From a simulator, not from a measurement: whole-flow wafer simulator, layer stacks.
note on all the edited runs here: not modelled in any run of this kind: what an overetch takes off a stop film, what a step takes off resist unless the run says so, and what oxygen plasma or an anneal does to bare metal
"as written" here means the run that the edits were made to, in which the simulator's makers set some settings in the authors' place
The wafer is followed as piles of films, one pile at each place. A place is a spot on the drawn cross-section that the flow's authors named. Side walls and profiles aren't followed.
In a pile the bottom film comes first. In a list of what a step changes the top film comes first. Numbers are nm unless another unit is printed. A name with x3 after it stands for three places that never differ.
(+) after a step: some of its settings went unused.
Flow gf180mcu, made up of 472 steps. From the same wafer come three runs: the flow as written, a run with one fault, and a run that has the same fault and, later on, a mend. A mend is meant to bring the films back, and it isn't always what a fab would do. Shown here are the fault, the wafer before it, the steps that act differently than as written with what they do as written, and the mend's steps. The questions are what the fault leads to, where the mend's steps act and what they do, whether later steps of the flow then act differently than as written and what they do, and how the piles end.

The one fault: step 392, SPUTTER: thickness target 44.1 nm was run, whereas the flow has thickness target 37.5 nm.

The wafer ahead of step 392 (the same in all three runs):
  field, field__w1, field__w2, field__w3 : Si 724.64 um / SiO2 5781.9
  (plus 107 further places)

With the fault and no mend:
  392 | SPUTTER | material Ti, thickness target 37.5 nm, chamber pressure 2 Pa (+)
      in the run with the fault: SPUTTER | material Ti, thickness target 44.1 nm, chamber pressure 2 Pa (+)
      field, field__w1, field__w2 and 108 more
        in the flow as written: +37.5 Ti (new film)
        in the run with the fault: +44.1 Ti (new film)
  Steps later in the flow that act otherwise than as written (1 other step is not shown; it differs only slightly, by no more than 2% or 0.5 nm, whichever is larger):
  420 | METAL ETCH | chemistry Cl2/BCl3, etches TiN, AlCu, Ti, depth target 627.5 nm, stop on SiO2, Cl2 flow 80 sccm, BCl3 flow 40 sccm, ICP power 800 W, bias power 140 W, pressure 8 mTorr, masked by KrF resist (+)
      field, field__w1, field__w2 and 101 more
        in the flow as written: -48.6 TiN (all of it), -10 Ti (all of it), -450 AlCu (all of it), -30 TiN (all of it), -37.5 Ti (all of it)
        in the run with the fault: -48.6 TiN (all of it), -10 Ti (all of it), -450 AlCu (all of it), -30 TiN (all of it), -44.1 Ti (all of it)
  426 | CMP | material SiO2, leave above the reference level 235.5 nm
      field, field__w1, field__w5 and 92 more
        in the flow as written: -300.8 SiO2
        in the run with the fault: -294.2 SiO2
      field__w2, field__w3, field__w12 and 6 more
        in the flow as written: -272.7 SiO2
        in the run with the fault: -265.8 SiO2
  The piles end different from the flow's at field__w4, field__w8, contact, m1, m1__w1, mim, mim_1p0, m1_nw by more than 2% or 0.5 nm, whichever is larger.
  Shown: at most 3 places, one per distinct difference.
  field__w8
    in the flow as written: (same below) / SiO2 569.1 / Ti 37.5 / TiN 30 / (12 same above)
    in the run with the fault: (same below) / SiO2 569.1 / Ti 44.1 / TiN 30 / (12 same above)
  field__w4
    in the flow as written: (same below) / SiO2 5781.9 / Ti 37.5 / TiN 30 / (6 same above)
    in the run with the fault: (same below) / SiO2 5781.9 / Ti 44.1 / TiN 30 / (6 same above)
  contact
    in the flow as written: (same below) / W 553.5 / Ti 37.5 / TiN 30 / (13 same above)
    in the run with the fault: (same below) / W 553.5 / Ti 44.1 / TiN 30 / (13 same above)

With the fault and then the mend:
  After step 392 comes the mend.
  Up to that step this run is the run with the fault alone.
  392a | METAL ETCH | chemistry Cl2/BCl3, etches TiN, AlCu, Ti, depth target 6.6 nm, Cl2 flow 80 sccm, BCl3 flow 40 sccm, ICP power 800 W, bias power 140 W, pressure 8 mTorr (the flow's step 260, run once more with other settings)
      field, field__w1, field__w2 and 108 more
        -6.6 Ti
  Every later step of the flow that is run acts as written at every place that is followed.
  By the end, the piles equal the flow's at every place that both follow.
